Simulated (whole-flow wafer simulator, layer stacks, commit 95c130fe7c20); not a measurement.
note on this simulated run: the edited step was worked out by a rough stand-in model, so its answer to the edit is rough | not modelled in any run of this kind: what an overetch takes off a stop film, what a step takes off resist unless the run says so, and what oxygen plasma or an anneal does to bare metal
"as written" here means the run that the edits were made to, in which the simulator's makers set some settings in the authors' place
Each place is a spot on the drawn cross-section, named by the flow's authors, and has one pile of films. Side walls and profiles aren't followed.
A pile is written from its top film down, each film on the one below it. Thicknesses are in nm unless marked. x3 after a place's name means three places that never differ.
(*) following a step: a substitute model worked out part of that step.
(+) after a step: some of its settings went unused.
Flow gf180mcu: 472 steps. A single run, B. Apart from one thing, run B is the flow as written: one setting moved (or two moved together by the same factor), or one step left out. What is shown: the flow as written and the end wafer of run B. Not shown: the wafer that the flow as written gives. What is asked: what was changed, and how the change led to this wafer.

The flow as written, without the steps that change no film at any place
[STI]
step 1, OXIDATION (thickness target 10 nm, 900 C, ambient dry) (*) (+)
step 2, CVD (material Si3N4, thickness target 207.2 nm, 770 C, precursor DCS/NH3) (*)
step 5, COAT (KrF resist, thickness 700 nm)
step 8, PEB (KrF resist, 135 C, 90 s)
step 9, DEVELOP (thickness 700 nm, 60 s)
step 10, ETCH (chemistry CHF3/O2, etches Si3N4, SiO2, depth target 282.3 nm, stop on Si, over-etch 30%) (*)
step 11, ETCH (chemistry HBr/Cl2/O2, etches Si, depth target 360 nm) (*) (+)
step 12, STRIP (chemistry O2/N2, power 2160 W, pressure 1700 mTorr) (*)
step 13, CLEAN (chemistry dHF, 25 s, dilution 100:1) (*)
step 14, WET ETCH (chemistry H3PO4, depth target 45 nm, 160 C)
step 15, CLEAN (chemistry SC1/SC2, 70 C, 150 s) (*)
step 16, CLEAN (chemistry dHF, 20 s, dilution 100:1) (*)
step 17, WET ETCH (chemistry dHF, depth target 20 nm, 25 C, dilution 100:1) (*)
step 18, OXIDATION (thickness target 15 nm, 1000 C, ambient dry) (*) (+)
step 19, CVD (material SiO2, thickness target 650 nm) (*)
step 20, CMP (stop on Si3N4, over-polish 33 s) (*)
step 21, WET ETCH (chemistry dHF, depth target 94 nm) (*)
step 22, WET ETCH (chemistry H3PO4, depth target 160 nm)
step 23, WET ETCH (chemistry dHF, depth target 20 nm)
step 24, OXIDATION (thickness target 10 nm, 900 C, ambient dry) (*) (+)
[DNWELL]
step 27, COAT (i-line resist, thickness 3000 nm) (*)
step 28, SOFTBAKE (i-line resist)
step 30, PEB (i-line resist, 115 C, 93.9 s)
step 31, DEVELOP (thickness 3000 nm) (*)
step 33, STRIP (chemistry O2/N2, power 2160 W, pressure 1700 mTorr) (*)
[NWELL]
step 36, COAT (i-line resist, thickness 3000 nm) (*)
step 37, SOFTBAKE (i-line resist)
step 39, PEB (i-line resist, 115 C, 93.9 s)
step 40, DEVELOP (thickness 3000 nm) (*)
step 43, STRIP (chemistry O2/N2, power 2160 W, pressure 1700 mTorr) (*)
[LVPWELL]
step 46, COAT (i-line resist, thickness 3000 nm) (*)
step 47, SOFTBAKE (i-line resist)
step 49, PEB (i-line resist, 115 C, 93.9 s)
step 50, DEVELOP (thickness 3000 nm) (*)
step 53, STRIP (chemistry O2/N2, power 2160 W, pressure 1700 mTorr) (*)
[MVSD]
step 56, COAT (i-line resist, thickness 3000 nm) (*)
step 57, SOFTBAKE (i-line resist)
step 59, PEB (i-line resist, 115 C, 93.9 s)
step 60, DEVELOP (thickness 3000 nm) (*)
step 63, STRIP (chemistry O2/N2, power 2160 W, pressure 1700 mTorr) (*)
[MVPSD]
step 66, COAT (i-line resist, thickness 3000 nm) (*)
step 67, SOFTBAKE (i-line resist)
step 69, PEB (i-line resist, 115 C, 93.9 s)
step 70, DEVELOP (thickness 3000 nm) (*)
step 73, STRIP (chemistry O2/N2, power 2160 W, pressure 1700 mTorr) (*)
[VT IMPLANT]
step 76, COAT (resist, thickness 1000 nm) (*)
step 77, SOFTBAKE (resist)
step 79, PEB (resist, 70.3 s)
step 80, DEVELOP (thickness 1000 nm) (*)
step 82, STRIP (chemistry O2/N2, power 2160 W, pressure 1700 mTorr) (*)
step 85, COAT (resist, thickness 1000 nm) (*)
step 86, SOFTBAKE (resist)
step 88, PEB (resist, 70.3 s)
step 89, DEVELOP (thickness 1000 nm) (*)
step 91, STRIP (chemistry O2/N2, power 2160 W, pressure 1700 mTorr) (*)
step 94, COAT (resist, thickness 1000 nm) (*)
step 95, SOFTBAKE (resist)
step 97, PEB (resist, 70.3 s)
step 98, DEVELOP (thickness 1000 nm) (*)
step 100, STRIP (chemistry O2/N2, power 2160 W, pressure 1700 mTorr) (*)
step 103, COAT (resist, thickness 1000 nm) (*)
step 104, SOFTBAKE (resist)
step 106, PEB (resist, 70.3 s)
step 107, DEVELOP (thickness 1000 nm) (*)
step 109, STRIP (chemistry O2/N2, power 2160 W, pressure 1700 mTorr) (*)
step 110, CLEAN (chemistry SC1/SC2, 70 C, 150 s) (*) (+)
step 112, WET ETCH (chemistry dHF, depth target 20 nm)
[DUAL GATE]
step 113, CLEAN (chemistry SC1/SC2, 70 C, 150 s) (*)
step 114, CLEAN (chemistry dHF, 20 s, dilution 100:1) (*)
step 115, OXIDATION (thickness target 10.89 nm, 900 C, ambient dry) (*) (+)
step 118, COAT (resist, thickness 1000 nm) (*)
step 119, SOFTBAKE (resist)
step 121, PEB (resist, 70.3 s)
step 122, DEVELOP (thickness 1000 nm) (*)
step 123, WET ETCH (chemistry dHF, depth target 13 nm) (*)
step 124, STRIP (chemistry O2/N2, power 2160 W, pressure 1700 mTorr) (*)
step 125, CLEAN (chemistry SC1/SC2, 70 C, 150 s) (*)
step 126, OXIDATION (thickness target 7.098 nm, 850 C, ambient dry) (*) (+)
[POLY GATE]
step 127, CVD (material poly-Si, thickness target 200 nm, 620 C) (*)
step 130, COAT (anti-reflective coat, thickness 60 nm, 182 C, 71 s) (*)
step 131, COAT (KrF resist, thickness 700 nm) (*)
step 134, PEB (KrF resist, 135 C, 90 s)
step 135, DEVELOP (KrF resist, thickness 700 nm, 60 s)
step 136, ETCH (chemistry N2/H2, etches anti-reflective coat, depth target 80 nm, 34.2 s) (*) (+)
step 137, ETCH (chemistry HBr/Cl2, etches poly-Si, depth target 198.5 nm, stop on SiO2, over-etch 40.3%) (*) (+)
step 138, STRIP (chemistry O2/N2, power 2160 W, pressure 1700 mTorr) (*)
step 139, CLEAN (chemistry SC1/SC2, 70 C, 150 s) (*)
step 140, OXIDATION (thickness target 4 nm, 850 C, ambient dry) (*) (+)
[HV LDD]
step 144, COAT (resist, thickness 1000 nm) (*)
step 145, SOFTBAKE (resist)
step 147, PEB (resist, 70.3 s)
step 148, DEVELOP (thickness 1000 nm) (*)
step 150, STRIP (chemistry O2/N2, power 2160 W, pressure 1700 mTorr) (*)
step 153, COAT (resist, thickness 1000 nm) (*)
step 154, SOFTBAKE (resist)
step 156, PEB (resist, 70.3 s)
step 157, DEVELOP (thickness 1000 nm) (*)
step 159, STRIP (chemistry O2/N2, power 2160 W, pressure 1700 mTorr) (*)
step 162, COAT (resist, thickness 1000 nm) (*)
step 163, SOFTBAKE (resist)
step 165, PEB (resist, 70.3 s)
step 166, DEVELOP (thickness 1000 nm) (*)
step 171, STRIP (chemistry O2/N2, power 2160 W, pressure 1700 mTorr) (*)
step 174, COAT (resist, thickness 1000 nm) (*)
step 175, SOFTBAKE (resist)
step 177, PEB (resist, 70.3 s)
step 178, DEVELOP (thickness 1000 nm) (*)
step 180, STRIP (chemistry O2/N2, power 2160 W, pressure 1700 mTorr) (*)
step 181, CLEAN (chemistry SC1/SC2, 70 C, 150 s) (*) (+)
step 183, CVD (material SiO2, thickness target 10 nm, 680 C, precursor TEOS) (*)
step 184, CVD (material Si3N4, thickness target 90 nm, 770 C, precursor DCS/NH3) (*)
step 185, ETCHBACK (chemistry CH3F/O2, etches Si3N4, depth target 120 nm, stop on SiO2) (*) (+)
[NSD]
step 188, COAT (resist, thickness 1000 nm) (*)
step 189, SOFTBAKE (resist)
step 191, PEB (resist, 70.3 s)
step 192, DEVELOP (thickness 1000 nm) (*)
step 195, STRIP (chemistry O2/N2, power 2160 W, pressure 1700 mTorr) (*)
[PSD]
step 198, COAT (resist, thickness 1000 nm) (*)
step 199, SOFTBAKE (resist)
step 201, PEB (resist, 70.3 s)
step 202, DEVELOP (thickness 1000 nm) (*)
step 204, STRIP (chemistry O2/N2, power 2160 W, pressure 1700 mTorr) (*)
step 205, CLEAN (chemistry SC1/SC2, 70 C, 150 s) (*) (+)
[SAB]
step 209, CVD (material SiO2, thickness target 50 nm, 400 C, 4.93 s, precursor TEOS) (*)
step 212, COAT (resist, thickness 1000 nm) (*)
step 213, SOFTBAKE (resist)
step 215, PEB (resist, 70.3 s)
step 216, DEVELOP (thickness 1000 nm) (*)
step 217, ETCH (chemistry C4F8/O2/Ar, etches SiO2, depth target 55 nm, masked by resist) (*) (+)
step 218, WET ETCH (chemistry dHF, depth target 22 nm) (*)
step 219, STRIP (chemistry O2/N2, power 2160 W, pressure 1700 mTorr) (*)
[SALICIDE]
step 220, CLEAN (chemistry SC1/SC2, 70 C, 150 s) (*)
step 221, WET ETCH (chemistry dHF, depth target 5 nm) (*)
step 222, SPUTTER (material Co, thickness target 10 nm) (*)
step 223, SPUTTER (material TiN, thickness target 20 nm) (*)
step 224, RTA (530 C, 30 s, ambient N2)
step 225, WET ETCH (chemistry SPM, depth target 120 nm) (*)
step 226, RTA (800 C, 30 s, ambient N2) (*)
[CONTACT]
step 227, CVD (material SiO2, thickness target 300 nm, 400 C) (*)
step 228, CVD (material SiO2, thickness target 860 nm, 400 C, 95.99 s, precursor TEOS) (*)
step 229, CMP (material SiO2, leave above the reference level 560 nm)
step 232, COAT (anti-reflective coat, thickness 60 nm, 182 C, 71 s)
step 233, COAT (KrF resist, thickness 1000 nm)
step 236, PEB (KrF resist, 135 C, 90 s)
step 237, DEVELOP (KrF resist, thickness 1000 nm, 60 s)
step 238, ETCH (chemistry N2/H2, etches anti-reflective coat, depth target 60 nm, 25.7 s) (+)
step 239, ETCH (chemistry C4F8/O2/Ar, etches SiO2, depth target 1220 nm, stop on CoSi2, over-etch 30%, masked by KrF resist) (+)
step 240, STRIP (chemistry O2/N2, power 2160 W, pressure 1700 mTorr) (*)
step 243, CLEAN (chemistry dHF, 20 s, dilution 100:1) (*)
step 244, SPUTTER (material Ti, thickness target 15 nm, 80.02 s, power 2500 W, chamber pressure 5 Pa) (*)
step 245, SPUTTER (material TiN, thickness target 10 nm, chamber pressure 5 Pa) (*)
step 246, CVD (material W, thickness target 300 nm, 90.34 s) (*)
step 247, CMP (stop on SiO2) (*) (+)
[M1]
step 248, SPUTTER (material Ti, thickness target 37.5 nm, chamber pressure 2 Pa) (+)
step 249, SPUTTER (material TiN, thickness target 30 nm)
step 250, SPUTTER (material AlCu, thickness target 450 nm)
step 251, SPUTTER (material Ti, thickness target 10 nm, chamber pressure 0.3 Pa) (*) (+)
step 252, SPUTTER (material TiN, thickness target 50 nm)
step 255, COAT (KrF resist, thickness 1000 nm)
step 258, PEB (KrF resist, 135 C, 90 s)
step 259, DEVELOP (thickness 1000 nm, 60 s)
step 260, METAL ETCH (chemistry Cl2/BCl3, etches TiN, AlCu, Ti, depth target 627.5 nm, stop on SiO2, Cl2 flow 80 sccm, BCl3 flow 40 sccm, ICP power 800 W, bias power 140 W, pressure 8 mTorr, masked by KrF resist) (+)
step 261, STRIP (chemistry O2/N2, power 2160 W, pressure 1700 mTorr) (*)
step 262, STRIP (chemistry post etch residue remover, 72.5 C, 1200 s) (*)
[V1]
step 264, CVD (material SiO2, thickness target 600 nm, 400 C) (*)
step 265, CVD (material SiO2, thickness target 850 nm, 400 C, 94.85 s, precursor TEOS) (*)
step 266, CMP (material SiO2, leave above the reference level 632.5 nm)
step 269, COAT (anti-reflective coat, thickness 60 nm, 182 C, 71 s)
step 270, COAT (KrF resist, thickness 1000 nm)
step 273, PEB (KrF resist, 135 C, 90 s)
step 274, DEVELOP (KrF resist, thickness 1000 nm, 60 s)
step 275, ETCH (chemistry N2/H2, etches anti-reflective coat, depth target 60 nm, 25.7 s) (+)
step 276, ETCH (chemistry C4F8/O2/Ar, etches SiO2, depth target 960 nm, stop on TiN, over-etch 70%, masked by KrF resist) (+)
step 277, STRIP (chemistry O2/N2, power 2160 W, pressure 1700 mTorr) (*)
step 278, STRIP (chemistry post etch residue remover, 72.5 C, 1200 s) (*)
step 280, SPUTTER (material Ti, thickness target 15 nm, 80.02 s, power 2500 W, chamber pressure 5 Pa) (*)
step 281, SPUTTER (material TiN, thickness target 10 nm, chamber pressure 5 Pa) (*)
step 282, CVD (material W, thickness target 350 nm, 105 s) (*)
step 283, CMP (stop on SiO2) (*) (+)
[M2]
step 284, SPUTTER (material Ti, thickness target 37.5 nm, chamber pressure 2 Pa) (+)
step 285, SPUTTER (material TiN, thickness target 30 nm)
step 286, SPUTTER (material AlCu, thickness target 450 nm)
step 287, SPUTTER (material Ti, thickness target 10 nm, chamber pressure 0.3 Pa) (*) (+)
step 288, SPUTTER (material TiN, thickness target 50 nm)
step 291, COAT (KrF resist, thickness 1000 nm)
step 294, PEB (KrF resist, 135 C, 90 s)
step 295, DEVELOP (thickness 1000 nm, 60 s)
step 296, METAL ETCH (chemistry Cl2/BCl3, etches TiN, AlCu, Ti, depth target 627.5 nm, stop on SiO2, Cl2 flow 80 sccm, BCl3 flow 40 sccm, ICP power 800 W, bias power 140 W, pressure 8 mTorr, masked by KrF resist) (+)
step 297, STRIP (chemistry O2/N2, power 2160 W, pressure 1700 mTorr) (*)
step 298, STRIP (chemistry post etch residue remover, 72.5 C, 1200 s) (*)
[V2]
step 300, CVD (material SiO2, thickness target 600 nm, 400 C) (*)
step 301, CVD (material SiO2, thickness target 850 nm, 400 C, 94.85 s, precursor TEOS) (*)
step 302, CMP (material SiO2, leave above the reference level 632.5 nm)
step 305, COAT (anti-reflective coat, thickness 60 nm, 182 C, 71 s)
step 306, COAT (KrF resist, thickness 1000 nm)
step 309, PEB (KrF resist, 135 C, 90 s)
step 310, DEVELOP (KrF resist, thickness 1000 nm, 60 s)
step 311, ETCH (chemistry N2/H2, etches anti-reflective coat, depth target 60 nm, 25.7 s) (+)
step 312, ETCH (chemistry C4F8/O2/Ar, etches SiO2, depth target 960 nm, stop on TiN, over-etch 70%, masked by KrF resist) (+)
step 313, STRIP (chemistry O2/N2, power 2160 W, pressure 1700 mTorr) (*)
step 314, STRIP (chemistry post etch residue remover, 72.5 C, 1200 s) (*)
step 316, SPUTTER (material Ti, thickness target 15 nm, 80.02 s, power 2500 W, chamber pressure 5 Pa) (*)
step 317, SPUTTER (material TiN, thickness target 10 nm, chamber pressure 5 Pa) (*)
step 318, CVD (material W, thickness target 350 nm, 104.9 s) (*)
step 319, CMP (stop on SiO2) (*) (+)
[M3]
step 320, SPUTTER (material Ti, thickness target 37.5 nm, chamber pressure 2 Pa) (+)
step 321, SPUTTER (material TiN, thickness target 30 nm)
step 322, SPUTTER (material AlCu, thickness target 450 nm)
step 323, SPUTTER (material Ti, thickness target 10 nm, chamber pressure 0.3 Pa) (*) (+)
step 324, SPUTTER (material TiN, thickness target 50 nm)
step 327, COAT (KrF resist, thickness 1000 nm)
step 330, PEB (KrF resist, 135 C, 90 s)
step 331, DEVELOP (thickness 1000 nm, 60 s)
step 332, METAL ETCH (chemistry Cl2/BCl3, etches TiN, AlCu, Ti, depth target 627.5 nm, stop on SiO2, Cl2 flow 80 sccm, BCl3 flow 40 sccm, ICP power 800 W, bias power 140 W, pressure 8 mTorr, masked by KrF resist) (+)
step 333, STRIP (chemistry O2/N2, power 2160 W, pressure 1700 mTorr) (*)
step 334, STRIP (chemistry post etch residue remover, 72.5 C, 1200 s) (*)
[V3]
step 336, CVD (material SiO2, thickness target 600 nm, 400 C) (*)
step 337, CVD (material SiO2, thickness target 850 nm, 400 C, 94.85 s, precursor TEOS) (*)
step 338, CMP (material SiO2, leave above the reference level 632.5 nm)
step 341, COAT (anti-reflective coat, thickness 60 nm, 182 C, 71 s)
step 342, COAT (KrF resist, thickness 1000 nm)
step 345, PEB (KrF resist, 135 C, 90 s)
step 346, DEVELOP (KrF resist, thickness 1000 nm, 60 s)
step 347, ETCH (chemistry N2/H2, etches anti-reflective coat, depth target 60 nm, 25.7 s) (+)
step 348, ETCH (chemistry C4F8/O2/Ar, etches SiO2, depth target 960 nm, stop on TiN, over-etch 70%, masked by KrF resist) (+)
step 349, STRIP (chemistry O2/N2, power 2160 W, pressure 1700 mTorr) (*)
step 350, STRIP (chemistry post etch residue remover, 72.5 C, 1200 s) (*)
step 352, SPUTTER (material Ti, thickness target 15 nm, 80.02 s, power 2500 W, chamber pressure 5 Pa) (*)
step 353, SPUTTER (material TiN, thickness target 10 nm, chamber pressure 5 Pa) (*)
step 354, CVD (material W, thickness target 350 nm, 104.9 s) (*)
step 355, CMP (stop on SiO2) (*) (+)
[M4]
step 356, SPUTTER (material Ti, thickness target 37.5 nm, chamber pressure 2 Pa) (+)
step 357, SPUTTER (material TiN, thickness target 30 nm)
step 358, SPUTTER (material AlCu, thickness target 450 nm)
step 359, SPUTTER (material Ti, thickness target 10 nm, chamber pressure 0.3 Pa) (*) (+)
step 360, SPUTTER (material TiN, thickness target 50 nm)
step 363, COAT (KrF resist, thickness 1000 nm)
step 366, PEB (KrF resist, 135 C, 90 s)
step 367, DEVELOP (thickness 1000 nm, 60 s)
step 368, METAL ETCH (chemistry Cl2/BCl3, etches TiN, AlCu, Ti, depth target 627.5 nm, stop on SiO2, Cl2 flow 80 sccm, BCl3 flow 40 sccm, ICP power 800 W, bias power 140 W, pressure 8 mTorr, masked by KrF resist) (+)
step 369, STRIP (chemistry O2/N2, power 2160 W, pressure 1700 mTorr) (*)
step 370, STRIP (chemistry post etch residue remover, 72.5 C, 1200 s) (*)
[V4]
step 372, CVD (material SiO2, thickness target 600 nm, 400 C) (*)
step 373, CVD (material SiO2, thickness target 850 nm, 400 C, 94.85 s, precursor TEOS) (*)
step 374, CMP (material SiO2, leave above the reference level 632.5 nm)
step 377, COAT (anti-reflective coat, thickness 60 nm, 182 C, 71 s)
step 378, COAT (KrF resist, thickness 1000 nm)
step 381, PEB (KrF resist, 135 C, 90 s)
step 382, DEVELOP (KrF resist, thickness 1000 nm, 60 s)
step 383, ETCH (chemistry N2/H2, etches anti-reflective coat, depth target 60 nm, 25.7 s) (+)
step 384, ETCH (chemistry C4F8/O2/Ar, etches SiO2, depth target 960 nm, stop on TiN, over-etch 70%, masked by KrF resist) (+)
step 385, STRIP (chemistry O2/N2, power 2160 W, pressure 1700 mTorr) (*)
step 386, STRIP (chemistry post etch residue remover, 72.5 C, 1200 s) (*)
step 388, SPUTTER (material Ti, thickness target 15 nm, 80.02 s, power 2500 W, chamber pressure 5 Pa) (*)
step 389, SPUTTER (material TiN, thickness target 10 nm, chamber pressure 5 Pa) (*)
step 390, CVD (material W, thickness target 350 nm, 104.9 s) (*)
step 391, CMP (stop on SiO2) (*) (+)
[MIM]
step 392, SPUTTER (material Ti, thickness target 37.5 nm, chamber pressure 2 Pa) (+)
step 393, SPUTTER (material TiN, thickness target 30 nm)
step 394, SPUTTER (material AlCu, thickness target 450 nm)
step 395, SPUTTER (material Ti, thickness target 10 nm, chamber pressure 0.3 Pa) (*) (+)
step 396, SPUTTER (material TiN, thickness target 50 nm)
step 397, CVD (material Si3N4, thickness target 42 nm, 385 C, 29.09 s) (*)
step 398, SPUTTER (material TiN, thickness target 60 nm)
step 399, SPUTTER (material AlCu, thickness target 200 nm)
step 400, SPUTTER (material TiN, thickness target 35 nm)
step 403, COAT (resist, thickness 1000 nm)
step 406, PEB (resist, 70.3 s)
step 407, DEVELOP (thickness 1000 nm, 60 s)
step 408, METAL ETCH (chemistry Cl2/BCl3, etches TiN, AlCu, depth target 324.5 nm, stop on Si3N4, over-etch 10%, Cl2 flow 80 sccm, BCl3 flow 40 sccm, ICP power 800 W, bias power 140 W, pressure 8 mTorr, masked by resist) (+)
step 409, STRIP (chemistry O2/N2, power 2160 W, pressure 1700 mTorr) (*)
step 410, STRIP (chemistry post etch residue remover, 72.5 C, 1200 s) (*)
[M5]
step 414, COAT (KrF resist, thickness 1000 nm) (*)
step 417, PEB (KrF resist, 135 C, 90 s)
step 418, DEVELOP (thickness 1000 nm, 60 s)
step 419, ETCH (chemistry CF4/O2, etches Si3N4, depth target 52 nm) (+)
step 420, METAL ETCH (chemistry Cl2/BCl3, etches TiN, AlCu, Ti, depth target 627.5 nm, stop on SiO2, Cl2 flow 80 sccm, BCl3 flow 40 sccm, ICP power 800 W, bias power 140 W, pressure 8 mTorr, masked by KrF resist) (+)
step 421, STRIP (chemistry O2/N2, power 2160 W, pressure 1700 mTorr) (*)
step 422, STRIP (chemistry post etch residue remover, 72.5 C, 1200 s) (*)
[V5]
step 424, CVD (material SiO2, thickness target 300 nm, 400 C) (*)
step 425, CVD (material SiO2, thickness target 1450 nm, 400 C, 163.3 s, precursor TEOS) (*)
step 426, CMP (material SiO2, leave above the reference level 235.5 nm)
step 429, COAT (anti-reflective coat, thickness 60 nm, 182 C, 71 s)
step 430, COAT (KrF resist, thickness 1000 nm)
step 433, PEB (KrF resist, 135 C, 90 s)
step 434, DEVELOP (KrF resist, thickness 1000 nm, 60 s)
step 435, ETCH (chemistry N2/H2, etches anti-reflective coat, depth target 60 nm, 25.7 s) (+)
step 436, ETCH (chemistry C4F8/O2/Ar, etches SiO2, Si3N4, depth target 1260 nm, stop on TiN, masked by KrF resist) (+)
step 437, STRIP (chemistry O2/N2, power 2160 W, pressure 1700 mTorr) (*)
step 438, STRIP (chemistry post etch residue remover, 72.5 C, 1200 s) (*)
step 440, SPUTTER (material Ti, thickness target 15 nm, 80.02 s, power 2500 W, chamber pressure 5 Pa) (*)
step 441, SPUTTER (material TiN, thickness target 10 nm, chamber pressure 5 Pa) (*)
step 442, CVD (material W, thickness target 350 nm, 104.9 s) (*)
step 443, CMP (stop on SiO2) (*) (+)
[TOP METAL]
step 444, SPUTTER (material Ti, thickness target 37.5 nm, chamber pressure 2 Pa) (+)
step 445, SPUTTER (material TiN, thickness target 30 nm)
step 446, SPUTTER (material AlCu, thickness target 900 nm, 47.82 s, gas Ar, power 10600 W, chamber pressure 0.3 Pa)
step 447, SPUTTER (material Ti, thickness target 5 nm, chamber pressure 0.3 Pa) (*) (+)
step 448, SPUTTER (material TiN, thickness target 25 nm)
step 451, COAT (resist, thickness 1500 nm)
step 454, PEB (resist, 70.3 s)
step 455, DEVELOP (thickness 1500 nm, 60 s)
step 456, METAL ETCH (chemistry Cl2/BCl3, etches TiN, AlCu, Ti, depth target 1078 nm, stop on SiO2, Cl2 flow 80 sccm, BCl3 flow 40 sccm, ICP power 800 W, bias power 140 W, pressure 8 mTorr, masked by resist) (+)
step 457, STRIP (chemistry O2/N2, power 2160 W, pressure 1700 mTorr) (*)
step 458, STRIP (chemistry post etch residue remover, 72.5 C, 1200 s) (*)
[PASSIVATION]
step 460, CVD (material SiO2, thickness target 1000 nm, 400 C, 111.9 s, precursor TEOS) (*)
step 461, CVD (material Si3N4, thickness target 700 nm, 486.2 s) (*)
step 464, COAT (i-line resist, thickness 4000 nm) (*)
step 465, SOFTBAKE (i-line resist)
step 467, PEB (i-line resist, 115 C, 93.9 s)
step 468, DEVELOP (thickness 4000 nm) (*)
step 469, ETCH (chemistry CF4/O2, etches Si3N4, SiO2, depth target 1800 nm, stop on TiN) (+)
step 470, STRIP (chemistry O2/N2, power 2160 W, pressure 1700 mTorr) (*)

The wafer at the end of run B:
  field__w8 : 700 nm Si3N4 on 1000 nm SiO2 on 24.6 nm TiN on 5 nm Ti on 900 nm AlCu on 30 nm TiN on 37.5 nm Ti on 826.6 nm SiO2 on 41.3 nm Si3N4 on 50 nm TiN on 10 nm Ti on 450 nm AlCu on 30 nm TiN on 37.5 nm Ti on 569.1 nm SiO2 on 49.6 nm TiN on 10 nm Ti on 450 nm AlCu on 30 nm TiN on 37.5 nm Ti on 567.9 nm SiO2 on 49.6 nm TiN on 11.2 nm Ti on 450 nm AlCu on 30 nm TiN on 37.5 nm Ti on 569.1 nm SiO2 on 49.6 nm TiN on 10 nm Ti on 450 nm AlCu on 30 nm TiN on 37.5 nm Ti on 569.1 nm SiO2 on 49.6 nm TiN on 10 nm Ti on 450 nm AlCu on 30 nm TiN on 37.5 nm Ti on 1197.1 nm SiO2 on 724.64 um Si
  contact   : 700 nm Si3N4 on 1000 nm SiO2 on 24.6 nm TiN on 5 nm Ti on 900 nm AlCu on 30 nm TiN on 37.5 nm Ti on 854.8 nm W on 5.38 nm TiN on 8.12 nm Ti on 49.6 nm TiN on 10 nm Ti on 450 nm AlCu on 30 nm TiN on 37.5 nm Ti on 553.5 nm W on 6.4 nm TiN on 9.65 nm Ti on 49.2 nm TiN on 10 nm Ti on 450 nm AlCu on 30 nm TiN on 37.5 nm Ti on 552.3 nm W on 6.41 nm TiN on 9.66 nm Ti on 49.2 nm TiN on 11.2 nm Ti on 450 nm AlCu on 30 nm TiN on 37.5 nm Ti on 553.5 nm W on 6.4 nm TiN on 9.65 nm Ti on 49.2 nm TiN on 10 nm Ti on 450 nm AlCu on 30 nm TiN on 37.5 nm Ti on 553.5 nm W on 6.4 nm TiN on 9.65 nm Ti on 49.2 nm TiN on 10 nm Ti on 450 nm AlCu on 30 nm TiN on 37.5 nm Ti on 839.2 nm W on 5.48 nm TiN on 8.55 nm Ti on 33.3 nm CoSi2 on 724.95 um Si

What caused this: step 323, SPUTTER: thickness target 11.2 nm was run, though the flow has thickness target 10 nm.
The wafer itself shows it: field__w8 has Ti 11.2, and step 323 as written asks for 10 nm.

Step by step, how the change led to this:
  step 323, SPUTTER (material Ti, thickness target 10 nm, chamber pressure 0.3 Pa) (*) (+)
      field, field__w1, field__w2 and 108 more: +11.2 Ti (new film) (as written it would have been: +10 Ti (new film))
  step 332, METAL ETCH (chemistry Cl2/BCl3, etches TiN, AlCu, Ti, depth target 627.5 nm, stop on SiO2, Cl2 flow 80 sccm, BCl3 flow 40 sccm, ICP power 800 W, bias power 140 W, pressure 8 mTorr, masked by KrF resist) (+)
      field, field__w1, field__w2 and 103 more: -50 TiN (all of it), -11.2 Ti (all of it), -450 AlCu (all of it), -30 TiN (all of it), -37.5 Ti (all of it) (as written it would have been: -50 TiN (all of it), -10 Ti (all of it), -450 AlCu (all of it), -30 TiN (all of it), -37.5 Ti (all of it))
